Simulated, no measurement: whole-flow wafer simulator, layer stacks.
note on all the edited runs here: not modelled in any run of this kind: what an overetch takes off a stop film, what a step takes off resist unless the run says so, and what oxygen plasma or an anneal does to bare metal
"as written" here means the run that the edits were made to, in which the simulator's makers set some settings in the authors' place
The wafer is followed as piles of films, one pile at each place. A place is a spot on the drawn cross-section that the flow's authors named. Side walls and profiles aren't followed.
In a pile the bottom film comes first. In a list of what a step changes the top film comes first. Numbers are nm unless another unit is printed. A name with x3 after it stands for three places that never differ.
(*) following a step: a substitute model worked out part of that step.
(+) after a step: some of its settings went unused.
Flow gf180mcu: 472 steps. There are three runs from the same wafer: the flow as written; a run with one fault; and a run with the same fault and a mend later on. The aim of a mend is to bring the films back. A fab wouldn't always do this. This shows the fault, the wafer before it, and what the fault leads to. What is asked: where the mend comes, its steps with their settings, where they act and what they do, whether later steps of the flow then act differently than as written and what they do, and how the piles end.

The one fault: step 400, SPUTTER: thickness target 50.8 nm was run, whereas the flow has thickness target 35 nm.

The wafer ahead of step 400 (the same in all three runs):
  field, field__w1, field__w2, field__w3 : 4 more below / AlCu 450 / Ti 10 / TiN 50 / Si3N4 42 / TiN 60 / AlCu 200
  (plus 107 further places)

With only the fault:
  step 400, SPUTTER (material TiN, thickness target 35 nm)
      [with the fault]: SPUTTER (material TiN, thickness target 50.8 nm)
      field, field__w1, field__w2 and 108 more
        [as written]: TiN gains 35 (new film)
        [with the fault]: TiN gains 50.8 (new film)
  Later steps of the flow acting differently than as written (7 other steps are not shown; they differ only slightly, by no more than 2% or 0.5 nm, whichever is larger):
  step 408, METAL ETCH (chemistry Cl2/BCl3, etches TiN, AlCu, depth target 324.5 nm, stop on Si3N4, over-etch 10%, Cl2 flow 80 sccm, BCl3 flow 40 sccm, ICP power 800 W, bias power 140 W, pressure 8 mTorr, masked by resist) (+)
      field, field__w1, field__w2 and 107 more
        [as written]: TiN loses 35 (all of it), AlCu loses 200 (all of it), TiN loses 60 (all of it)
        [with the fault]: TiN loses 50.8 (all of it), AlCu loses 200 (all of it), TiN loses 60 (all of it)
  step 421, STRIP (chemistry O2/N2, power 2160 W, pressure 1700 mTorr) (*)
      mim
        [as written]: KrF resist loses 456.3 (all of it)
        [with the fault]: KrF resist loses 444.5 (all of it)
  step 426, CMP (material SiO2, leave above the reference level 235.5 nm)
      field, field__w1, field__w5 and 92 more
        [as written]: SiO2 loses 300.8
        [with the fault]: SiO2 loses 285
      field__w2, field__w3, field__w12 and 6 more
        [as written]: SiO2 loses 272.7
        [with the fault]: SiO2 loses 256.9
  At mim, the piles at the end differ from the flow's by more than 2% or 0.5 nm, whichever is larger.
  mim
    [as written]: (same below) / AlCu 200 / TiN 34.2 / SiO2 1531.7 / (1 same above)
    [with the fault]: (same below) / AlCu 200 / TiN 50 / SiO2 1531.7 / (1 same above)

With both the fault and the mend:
  After step 400 comes the mend.
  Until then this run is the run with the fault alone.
  step 400a, METAL ETCH (chemistry Cl2/BCl3, etches TiN, AlCu, Ti, depth target 15.8 nm, Cl2 flow 80 sccm, BCl3 flow 40 sccm, ICP power 800 W, bias power 140 W, pressure 8 mTorr) (the flow's step 260, run once more with other settings)
      field, field__w1, field__w2 and 108 more
        TiN loses 15.8
  Every later step of the flow that is run acts as written at every place that is followed.
  By the end, the piles equal the flow's at every place that both follow.
